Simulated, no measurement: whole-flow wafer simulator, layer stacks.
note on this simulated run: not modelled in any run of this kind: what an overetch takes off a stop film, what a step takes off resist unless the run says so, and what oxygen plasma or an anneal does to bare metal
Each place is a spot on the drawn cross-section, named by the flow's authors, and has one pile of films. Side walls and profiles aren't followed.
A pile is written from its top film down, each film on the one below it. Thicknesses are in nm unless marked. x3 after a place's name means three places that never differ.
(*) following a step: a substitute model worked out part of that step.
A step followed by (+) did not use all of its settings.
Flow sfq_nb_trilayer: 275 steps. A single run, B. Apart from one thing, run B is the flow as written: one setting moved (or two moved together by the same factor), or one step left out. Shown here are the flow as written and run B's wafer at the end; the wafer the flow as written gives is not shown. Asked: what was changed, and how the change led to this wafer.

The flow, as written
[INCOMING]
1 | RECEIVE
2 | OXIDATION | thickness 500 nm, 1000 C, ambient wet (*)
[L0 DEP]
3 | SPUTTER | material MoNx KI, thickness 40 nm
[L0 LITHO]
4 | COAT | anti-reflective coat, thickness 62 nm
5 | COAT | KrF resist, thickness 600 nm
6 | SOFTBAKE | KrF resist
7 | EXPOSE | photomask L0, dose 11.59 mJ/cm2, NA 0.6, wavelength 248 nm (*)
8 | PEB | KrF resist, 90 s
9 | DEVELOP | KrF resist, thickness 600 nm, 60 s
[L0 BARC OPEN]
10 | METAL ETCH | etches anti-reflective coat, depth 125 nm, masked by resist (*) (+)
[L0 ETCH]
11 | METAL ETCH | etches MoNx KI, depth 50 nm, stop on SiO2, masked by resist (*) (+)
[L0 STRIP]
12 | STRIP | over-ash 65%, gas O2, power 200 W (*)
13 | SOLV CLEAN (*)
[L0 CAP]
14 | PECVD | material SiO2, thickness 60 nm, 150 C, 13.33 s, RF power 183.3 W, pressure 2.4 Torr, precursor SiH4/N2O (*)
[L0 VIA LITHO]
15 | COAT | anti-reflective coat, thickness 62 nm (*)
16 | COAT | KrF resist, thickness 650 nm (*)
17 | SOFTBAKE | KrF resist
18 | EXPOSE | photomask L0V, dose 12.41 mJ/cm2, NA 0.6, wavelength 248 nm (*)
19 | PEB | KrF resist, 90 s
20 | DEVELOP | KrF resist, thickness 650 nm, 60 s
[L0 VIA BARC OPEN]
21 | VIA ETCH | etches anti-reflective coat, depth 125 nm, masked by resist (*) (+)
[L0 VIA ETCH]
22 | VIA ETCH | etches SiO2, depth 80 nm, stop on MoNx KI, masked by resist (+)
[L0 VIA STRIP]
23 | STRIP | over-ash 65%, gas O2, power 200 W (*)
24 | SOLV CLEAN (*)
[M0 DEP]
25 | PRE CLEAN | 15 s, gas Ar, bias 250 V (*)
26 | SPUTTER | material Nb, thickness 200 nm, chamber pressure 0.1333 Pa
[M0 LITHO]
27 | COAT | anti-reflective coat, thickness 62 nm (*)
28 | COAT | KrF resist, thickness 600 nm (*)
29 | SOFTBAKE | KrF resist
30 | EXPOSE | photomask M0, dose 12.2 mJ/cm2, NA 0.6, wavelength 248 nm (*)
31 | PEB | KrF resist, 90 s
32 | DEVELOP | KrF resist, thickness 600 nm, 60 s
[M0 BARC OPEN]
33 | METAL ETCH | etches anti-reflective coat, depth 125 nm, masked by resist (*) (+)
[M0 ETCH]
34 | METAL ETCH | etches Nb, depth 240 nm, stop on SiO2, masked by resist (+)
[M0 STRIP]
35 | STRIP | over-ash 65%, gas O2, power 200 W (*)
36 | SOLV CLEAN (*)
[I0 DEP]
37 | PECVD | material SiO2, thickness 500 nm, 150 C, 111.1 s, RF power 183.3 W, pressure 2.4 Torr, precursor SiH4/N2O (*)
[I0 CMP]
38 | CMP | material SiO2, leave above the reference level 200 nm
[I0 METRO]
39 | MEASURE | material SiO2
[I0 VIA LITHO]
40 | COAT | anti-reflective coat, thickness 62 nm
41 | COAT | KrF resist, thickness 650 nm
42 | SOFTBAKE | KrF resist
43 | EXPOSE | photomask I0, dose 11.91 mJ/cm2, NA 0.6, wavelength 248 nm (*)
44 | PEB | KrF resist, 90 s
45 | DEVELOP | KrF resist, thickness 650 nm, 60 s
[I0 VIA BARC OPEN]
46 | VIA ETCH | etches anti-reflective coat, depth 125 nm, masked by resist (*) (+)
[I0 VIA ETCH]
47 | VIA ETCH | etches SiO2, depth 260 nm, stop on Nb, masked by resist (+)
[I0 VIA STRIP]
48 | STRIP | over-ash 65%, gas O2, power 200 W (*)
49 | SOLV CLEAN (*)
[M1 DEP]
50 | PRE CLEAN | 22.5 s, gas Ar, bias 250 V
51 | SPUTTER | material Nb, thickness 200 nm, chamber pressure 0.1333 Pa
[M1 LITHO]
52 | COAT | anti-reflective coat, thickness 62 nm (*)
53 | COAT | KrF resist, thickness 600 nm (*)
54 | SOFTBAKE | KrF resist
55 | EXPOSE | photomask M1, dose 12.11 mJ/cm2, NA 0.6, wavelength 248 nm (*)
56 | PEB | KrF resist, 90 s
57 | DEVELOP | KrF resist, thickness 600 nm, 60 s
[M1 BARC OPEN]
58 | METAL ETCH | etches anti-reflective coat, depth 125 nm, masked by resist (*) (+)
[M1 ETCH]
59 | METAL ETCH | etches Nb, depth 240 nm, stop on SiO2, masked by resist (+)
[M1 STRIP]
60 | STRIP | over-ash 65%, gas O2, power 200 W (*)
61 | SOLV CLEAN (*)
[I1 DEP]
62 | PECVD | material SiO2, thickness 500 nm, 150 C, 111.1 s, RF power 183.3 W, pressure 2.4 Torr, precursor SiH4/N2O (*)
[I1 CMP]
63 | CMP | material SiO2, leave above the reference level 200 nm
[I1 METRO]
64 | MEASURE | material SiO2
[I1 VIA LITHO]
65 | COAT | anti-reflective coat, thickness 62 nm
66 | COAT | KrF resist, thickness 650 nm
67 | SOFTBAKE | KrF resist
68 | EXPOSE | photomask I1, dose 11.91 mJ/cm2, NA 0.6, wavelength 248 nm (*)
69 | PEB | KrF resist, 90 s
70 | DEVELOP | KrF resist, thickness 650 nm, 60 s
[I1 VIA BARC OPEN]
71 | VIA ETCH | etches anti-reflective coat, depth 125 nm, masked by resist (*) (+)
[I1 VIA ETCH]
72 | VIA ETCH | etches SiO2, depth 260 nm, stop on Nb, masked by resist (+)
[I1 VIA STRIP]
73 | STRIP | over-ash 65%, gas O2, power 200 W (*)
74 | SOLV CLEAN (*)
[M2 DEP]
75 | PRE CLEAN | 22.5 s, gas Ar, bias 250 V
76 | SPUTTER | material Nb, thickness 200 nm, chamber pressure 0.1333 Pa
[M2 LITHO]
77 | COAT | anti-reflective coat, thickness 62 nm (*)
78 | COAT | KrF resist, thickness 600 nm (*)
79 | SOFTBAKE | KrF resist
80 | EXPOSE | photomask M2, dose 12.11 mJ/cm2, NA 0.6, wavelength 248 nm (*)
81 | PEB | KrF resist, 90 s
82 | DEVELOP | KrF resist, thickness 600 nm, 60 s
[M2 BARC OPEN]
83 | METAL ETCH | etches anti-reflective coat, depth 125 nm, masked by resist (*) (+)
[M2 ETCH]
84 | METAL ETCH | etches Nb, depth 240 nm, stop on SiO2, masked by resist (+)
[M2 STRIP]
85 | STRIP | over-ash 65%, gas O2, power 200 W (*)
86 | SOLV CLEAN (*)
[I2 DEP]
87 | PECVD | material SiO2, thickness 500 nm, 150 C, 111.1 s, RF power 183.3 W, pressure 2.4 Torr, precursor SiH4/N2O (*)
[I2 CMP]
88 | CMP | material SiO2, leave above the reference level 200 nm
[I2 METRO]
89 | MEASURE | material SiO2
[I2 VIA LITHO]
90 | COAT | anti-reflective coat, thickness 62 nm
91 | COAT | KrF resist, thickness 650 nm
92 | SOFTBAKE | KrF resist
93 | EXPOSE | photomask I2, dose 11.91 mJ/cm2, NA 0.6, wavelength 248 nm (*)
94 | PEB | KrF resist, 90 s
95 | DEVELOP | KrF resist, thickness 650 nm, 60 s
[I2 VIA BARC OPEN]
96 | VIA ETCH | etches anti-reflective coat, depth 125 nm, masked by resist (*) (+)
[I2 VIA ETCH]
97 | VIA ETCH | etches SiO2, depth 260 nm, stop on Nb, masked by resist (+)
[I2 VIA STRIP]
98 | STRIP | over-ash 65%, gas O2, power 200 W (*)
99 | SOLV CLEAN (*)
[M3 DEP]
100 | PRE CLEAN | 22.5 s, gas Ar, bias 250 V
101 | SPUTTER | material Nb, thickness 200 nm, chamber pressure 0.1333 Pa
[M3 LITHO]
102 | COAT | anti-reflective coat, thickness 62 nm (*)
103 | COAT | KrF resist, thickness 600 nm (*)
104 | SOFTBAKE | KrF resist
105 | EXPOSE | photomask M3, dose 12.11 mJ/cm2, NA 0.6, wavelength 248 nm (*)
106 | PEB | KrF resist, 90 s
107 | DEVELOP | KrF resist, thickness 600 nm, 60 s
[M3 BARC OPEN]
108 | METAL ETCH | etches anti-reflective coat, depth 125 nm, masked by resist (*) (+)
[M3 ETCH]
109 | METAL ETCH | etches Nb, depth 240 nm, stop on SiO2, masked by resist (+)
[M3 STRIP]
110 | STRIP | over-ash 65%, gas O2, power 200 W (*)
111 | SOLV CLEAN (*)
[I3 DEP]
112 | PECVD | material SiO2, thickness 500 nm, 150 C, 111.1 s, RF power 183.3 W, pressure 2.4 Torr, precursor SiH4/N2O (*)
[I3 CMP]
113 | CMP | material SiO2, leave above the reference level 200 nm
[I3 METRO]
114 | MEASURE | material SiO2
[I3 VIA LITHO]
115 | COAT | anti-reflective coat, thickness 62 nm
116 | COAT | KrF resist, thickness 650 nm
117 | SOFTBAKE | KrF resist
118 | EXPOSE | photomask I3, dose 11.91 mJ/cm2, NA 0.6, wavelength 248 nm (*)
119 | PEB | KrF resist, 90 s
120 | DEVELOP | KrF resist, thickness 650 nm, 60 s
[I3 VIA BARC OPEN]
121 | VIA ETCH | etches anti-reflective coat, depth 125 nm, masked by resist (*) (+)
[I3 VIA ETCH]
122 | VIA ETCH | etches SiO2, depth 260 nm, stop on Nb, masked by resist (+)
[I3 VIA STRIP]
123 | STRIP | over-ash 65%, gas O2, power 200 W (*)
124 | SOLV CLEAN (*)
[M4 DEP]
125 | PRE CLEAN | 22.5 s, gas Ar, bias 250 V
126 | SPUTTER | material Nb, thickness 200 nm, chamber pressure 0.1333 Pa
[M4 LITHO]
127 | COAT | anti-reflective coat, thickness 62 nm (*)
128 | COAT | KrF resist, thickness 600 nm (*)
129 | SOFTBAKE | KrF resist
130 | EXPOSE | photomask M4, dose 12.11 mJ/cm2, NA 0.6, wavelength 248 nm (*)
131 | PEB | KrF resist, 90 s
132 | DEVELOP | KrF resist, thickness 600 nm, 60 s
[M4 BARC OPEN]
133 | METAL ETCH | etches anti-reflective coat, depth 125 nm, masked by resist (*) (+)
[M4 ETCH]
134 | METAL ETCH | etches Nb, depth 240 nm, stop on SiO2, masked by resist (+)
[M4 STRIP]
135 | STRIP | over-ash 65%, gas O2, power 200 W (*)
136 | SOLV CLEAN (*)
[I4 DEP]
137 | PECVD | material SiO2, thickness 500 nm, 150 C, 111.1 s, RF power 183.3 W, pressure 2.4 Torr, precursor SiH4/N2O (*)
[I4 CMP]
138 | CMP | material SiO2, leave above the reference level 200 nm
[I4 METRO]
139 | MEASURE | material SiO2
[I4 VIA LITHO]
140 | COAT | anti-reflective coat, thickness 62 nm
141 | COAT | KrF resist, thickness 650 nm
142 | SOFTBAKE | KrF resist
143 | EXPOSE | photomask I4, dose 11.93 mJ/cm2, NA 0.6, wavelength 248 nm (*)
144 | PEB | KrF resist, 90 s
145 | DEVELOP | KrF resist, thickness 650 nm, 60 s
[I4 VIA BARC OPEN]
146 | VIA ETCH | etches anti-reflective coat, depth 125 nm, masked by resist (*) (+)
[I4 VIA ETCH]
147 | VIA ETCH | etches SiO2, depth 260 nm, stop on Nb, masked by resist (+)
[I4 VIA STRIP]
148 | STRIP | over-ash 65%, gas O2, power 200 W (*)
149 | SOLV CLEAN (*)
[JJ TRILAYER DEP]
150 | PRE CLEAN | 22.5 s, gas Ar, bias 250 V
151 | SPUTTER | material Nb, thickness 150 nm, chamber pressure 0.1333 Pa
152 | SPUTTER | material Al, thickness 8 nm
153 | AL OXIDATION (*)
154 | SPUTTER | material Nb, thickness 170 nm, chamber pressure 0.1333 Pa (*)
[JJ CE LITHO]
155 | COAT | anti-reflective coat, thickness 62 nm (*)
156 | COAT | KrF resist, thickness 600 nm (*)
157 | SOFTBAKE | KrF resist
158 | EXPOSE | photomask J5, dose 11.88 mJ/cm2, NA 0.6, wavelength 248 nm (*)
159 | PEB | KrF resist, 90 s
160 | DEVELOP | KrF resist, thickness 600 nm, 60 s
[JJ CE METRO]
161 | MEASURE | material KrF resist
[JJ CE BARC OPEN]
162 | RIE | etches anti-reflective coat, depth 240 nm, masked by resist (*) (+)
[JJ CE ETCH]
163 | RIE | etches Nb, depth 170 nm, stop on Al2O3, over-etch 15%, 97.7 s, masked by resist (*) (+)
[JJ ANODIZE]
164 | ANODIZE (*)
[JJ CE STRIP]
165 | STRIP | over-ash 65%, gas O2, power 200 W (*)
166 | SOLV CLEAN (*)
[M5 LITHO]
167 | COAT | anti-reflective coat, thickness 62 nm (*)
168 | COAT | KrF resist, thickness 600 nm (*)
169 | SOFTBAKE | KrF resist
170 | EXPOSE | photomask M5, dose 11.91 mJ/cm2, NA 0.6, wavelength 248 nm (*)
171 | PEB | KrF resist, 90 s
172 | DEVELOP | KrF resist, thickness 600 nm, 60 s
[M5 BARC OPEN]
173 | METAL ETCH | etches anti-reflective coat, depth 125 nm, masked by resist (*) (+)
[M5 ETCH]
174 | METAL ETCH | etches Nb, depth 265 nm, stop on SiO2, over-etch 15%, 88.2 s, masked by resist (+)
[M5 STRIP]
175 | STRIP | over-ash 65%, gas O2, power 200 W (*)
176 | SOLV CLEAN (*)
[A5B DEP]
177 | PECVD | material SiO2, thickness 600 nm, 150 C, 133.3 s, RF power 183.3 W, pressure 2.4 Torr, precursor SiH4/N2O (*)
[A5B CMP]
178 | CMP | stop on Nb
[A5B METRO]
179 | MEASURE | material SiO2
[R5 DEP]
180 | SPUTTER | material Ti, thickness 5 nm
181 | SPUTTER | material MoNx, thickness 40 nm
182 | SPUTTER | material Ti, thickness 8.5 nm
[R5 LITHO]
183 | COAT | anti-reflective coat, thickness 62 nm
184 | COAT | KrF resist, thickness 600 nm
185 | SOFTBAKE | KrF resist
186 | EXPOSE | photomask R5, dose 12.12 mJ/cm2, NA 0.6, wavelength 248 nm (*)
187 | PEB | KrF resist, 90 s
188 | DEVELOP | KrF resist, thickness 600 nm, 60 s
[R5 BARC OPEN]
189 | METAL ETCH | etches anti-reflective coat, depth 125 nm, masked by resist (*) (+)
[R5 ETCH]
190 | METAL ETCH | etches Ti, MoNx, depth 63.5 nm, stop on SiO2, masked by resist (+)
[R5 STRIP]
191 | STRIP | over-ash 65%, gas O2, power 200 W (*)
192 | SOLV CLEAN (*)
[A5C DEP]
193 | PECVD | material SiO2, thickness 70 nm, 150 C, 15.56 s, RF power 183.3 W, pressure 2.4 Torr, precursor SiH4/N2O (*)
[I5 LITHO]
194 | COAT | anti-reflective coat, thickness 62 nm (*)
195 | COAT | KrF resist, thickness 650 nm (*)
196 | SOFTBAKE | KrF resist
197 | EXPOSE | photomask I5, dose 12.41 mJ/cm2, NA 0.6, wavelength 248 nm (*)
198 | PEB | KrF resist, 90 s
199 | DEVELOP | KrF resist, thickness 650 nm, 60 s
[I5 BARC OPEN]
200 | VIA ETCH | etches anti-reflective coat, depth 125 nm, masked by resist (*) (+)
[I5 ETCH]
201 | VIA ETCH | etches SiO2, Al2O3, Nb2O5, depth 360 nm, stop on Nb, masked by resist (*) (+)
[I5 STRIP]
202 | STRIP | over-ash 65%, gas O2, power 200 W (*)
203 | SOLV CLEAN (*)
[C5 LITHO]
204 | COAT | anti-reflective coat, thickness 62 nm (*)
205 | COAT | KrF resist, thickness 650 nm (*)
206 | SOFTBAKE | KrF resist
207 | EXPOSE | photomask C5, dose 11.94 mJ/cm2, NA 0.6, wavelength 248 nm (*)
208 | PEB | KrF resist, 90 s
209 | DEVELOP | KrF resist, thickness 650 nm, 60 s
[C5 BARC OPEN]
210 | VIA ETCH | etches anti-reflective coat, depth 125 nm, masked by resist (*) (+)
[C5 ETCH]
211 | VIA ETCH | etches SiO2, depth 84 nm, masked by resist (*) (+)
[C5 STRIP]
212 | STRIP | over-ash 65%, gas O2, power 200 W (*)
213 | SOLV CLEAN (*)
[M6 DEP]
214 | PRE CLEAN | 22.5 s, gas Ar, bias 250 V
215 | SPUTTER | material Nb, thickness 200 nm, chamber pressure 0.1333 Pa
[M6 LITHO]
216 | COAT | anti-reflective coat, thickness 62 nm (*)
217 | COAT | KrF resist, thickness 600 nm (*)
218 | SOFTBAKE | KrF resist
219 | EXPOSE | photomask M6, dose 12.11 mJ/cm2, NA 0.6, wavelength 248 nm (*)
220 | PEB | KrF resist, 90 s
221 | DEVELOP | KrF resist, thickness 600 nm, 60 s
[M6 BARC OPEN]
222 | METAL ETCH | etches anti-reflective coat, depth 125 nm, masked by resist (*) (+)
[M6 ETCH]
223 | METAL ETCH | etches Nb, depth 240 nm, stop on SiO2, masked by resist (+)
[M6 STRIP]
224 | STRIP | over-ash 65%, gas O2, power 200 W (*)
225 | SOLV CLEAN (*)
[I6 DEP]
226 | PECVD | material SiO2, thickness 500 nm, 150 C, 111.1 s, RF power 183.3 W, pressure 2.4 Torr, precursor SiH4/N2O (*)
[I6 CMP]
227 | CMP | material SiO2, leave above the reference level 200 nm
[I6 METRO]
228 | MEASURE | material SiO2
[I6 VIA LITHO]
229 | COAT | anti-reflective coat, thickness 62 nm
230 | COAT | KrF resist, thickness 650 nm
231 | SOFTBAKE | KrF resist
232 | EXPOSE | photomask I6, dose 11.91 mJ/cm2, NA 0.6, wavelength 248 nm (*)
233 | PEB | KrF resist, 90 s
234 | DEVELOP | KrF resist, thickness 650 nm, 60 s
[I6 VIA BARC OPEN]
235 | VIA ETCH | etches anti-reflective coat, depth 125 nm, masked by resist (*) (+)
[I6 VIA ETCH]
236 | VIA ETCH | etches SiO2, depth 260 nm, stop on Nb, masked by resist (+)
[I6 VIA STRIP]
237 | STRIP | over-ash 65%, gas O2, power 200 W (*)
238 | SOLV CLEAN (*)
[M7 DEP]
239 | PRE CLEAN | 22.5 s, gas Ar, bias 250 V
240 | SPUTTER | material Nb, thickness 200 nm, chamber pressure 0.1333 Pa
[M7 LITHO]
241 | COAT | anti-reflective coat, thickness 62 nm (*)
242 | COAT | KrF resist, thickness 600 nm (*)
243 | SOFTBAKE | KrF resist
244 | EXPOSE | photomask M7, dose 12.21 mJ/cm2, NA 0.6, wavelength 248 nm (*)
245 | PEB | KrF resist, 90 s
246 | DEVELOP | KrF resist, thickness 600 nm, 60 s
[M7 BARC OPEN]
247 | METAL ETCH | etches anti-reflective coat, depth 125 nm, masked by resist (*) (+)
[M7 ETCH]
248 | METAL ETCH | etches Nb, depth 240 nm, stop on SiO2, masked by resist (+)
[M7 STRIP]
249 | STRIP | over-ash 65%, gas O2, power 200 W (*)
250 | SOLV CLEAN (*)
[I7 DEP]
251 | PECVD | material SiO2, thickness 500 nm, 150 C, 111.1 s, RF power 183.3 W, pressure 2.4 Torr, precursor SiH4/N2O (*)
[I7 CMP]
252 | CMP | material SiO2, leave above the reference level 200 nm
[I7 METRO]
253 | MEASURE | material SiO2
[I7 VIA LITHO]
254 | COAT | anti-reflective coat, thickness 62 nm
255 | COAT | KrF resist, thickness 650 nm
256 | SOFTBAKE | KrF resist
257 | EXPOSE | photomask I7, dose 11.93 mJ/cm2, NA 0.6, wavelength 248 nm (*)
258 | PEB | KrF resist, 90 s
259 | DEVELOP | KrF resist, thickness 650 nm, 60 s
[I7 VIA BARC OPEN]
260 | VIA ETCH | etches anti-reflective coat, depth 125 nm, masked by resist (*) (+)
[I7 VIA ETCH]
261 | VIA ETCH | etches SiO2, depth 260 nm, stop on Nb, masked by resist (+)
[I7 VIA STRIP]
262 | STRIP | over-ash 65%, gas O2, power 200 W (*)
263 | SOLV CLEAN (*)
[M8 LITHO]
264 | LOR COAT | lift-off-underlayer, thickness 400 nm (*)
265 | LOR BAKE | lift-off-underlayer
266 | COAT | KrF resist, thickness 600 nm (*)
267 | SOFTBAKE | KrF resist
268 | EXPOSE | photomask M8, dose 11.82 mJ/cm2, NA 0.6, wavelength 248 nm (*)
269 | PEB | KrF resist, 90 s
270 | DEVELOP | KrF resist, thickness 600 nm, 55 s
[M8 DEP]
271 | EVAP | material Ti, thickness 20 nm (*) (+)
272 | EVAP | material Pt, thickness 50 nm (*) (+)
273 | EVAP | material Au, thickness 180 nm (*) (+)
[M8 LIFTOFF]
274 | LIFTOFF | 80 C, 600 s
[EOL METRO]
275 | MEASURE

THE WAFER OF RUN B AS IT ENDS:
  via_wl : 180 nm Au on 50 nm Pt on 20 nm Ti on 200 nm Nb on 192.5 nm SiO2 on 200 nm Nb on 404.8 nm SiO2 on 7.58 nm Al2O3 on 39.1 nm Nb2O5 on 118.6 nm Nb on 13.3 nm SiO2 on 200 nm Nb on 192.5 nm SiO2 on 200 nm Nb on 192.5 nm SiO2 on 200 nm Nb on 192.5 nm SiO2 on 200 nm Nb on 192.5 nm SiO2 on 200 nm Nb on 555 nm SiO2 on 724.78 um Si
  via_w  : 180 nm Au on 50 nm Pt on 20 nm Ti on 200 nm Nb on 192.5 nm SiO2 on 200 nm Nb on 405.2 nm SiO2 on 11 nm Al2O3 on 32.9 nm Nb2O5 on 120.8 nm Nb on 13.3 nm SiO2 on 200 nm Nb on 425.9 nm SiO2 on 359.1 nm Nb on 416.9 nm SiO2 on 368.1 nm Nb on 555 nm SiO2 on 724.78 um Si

What caused this: step 147, VIA ETCH: depth 179 nm was run, whereas the flow has depth 260 nm.

The path from the change to this, step by step:
  147 | VIA ETCH | etches SiO2, depth 260 nm, stop on Nb, masked by resist (+)
      via_wl, via_w, via_wr: SiO2 loses 179 (in the flow as written it would be: SiO2 loses 199.8 (all of it))
      field_l, v_sur, via_sp and 100 more: KrF resist loses 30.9 (in the flow as written it would be: KrF resist loses 44.8)
  148 | STRIP | over-ash 65%, gas O2, power 200 W (*)
      field_l, v_sur, via_sp and 100 more: KrF resist loses 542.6 (all of it), anti-reflective coat loses 62 (all of it) (in the flow as written it would be: KrF resist loses 528.6 (all of it), anti-reflective coat loses 62 (all of it))
  150 | PRE CLEAN | 22.5 s, gas Ar, bias 250 V
      via_wl, via_w, via_wr: SiO2 loses 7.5 (in the flow as written it would be: Nb loses 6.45)
  151 | SPUTTER | material Nb, thickness 150 nm, chamber pressure 0.1333 Pa
      via_wl, via_w, via_wr: Nb gains 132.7 (new film) (in the flow as written it would be: Nb gains 130.4)
  154 | SPUTTER | material Nb, thickness 170 nm, chamber pressure 0.1333 Pa (*)
      via_wl, via_wr: Nb gains 144.1 (new film) (in the flow as written it would be: Nb gains 140.7 (new film))
      via_w: Nb gains 144.5 (new film) (in the flow as written it would be: Nb gains 141 (new film))
  155 | COAT | anti-reflective coat, thickness 62 nm (*)
      via_wl, via_wr: anti-reflective coat gains 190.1 (new film) (in the flow as written it would be: anti-reflective coat gains 209.4 (new film))
      via_w: anti-reflective coat gains 95.4 (new film) (in the flow as written it would be: anti-reflective coat gains 97.4 (new film))
  156 | COAT | KrF resist, thickness 600 nm (*)
      via_w: KrF resist gains 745 (new film) (in the flow as written it would be: KrF resist gains 763.8 (new film))
  160 | DEVELOP | KrF resist, thickness 600 nm, 60 s
      via_w: KrF resist loses 743.4 (all of it) (in the flow as written it would be: KrF resist loses 762.1 (all of it))
  162 | RIE | etches anti-reflective coat, depth 240 nm, masked by resist (*) (+)
      ce_l, c5j, ce_r, wl_jj: KrF resist loses 190.1 (in the flow as written it would be: KrF resist loses 209.4)
      via_wl, via_wr: anti-reflective coat loses 190.1 (all of it) (in the flow as written it would be: anti-reflective coat loses 209.4 (all of it))
      (as well as at 1 more place)
  163 | RIE | etches Nb, depth 170 nm, stop on Al2O3, over-etch 15%, 97.7 s, masked by resist (*) (+)
      via_wl, via_wr: Nb loses 144.1 (all of it), Al2O3 loses 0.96 (all of it) (in the flow as written it would be: Nb loses 140.7 (all of it), Al2O3 loses 0.96 (all of it))
      via_w: Nb loses 144.5 (all of it), Al2O3 loses 0.96 (all of it) (in the flow as written it would be: Nb loses 141 (all of it), Al2O3 loses 0.96 (all of it))
  165 | STRIP | over-ash 65%, gas O2, power 200 W (*)
      ce_l: KrF resist loses 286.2 (all of it), anti-reflective coat loses 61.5 (all of it) (in the flow as written it would be: KrF resist loses 266.8 (all of it), anti-reflective coat loses 61.4 (all of it))
      c5j: KrF resist loses 286.2 (all of it), anti-reflective coat loses 61.5 (all of it) (in the flow as written it would be: KrF resist loses 266.9 (all of it), anti-reflective coat loses 61.5 (all of it))
      (as well as at 2 more places)
  167 | COAT | anti-reflective coat, thickness 62 nm (*)
      via_wl: anti-reflective coat gains 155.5 (new film) (in the flow as written it would be: anti-reflective coat gains 170.5 (new film))
      via_wr: anti-reflective coat gains 155.5 (new film) (in the flow as written it would be: anti-reflective coat gains 170.6 (new film))
      (as well as at 1 more place)
  175 | STRIP | over-ash 65%, gas O2, power 200 W (*)
      via_wl: KrF resist loses 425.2 (all of it), anti-reflective coat loses 155.5 (all of it) (in the flow as written it would be: KrF resist loses 427 (all of it), anti-reflective coat loses 170.5 (all of it))
      via_w: KrF resist loses 488.9 (all of it), anti-reflective coat loses 82.9 (all of it) (in the flow as written it would be: KrF resist loses 503.5 (all of it), anti-reflective coat loses 84.1 (all of it))
      (as well as at 2 more places)
  178 | CMP | stop on Nb
      via_wl, via_wr: SiO2 loses 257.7 (in the flow as written it would be: SiO2 loses 235.7)
      via_w: SiO2 loses 257.3 (in the flow as written it would be: SiO2 loses 235.2)
Taking metal films that touch as one body, via_wl has 8 bodies (between them, from the top down: SiO2 192.5; SiO2 404.8 / Al2O3 7.58 / Nb2O5 39.1; SiO2 13.3; SiO2 192.5; SiO2 192.5; SiO2 192.5; SiO2 192.5); the flow as written gives 7 bodies (between them, from the top down: SiO2 192.5; SiO2 426.8 / Al2O3 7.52 / Nb2O5 39.2; SiO2 192.5; SiO2 192.5; SiO2 192.5; SiO2 192.5).
Taking metal films that touch as one body, via_w has 6 bodies (between them, from the top down: SiO2 192.5; SiO2 405.2 / Al2O3 11 / Nb2O5 32.9; SiO2 13.3; SiO2 425.9; SiO2 416.9); the flow as written gives 5 bodies (between them, from the top down: SiO2 192.5; SiO2 427.3 / Al2O3 10.8 / Nb2O5 33.3; SiO2 425.9; SiO2 416.9).
